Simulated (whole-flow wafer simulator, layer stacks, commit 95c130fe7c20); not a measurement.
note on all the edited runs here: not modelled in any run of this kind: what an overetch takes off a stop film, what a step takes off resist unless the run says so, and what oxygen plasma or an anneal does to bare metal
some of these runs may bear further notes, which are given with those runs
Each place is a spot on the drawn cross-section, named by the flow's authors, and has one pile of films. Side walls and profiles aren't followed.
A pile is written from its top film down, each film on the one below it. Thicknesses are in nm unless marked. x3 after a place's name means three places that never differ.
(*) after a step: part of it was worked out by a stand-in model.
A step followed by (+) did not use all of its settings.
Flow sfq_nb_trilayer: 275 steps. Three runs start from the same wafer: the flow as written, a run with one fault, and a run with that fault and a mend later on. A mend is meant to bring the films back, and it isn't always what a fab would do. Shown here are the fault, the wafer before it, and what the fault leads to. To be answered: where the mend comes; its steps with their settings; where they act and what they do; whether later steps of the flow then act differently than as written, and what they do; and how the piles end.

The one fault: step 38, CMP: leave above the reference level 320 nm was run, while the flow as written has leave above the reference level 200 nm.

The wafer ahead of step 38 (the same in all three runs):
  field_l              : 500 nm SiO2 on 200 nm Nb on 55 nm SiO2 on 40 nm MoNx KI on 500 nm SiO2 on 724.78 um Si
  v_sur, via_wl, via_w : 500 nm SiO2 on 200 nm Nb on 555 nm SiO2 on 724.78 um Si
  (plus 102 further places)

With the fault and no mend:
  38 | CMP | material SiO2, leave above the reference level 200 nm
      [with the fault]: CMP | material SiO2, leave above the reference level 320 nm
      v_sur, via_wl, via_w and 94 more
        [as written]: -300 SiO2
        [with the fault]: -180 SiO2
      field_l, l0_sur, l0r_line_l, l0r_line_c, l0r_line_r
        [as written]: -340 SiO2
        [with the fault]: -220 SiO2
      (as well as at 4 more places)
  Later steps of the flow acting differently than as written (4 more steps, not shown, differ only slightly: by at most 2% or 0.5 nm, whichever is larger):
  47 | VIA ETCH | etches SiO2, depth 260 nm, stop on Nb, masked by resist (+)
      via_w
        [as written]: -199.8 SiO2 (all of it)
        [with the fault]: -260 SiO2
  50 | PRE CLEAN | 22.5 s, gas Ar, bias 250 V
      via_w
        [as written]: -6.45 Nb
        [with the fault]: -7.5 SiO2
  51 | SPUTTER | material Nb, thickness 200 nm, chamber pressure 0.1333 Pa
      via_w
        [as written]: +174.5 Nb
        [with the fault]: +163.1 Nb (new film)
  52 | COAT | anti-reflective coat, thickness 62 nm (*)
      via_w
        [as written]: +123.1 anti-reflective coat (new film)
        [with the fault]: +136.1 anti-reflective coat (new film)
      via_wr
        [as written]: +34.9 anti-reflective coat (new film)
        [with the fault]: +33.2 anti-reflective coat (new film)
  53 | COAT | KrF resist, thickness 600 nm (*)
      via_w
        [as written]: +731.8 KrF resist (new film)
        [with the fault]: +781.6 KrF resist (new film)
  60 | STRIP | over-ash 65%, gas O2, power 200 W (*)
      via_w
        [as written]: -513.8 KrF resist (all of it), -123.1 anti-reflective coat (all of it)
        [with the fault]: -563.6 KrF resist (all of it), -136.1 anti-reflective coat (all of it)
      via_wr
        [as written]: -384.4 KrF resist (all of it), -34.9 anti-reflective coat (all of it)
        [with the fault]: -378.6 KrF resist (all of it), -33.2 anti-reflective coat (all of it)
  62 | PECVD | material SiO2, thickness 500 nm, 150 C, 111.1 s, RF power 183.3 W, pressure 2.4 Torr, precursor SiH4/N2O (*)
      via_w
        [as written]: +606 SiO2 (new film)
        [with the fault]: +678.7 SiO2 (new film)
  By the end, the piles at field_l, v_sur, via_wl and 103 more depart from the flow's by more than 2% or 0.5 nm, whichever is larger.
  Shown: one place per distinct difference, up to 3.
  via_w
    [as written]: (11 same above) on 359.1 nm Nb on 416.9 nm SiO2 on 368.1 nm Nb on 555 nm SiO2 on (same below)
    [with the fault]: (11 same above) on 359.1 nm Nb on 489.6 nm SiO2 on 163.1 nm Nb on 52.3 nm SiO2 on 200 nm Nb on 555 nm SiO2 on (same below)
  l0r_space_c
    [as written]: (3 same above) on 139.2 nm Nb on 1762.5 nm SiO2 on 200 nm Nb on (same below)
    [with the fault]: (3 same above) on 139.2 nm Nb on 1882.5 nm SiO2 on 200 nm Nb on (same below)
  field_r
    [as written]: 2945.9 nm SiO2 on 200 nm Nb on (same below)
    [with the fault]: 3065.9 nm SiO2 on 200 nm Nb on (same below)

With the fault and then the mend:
  After step 45 comes the mend.
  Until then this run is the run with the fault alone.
  45a | STRIP | over-ash 65%, gas O2, power 200 W (*)
      field_l, v_sur, via_wl and 102 more
        -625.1 KrF resist (all of it), -62 anti-reflective coat (all of it)
      via_w
        -62 anti-reflective coat (all of it)
  45b | CMP | material SiO2, leave above the reference level 200 nm (the flow's step 38 again)
      field_l, v_sur, via_wl and 103 more
        -120 SiO2
  45c | COAT | anti-reflective coat, thickness 62 nm (the flow's step 40 again)
      field_l, v_sur, via_wl and 103 more
        +62 anti-reflective coat (new film)
  45d | COAT | KrF resist, thickness 650 nm (the flow's step 41 again)
      field_l, v_sur, via_wl and 103 more
        +650 KrF resist (new film)
  45e | SOFTBAKE | KrF resist (the flow's step 42 again)
      alters no film at any place that is followed
  45f | EXPOSE | photomask I0, dose 11.91 mJ/cm2, NA 0.6, wavelength 248 nm (*) (the flow's step 43 again)
      alters no film at any place that is followed
  45g | PEB | KrF resist, 90 s (the flow's step 44 again)
      field_l, v_sur, via_wl and 103 more
        -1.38 KrF resist
  45h | DEVELOP | KrF resist, thickness 650 nm, 60 s (the flow's step 45 again)
      field_l, v_sur, via_wl and 102 more
        -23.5 KrF resist
      via_w
        -648.6 KrF resist (all of it)
  None of the later steps of the flow acts differently than as written at any place that is followed.
  At every place that both follow, the piles at the end match the flow's.
